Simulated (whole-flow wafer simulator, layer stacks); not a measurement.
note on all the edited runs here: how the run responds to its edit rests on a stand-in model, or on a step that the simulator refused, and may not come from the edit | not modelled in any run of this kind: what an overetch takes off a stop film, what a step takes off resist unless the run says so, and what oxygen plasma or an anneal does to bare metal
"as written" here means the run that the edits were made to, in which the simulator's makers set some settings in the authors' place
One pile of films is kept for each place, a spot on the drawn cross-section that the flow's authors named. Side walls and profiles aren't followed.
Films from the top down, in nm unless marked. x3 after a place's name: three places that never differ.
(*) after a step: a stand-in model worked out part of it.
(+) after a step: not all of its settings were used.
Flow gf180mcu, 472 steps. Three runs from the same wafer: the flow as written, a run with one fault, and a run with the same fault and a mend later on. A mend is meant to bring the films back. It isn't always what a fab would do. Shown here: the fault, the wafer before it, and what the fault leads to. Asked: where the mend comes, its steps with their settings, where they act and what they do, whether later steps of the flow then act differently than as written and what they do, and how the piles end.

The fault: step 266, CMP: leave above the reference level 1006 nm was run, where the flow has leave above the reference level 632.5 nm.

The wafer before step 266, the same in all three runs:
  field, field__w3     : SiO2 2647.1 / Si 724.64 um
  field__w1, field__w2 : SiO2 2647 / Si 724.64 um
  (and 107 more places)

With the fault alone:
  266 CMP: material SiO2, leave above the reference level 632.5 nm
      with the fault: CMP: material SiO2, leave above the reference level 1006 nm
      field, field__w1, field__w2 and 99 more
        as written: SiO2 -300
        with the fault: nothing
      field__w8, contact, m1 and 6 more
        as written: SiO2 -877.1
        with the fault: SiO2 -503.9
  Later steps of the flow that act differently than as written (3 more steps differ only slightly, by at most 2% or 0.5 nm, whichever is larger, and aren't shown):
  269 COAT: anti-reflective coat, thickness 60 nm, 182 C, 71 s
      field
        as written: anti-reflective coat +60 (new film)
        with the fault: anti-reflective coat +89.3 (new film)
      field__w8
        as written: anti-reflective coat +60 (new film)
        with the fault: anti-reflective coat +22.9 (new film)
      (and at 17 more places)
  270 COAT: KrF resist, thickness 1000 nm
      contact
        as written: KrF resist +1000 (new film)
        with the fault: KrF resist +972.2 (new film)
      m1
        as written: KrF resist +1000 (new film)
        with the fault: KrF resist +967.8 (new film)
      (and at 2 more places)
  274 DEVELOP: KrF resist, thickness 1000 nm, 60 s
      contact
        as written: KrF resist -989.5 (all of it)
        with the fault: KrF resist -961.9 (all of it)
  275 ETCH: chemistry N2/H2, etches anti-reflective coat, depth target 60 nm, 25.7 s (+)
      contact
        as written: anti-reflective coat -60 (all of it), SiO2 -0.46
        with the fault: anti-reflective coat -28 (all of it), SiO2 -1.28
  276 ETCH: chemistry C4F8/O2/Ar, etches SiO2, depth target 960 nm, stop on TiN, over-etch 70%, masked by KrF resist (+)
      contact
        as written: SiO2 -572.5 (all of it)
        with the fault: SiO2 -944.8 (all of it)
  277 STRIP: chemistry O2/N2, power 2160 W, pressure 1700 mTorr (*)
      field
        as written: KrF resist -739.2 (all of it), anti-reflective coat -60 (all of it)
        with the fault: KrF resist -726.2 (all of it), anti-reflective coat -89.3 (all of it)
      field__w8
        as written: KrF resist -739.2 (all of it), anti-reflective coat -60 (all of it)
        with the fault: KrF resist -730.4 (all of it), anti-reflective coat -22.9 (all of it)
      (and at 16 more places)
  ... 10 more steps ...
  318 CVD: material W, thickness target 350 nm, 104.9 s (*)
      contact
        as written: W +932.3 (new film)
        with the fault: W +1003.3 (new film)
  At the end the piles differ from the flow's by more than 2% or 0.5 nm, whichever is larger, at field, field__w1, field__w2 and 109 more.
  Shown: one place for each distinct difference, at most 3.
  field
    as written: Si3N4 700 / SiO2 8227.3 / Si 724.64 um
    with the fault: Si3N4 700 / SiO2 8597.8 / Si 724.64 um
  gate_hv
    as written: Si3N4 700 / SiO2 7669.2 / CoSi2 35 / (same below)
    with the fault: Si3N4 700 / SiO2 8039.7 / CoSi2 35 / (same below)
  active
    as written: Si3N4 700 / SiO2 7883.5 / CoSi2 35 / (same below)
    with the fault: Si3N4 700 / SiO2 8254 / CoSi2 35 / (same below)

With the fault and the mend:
  The mend comes after step 274.
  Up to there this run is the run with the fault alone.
  274a STRIP: chemistry O2/N2, power 2160 W, pressure 1700 mTorr (*)
      iso_ptap_pw, iso_ntap_nw, iso_nw_fld and 33 more
        KrF resist -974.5 (all of it), anti-reflective coat -60 (all of it)
      field_sub, field_sub__w1, field_sub__w2 and 10 more
        KrF resist -975.2 (all of it), anti-reflective coat -60.2 (all of it)
      p_well, sti, spacer, sd_n, mim_1p0, pad, dice_street
        KrF resist -974.6 (all of it), anti-reflective coat -60.6 (all of it)
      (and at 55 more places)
  274b CMP: material SiO2, leave above the reference level 632.5 nm (the flow's step 266 once more)
      field, field__w1, field__w2 and 99 more
        SiO2 -300
      field__w8, contact, m1 and 6 more
        SiO2 -373.2
  274c HMDS: 120 C, 60 s (the flow's step 268 once more)
      changes no film at any place that is followed
  274d COAT: anti-reflective coat, thickness 60 nm, 182 C, 71 s (the flow's step 269 once more)
      field, field__w1, field__w2 and 108 more
        anti-reflective coat +60 (new film)
  274e COAT: KrF resist, thickness 1000 nm (the flow's step 270 once more)
      field, field__w1, field__w2 and 108 more
        KrF resist +1000 (new film)
  274f SOFTBAKE: KrF resist (the flow's step 271 once more)
      changes no film at any place that is followed
  274g EXPOSE: photomask Via1 (the flow's step 272 once more)
      changes no film at any place that is followed
  274h PEB: KrF resist, 135 C, 90 s (the flow's step 273 once more)
      field, field__w1, field__w2 and 108 more
        KrF resist -10.5
  274i DEVELOP: KrF resist, thickness 1000 nm, 60 s (the flow's step 274 once more)
      field, field__w1, field__w2 and 107 more
        KrF resist -14.9
      contact
        KrF resist -989.5 (all of it)
  No later step of the flow acts differently than as written at any place that is followed.
  At the end the piles are the same as the flow's at every place that both follow.
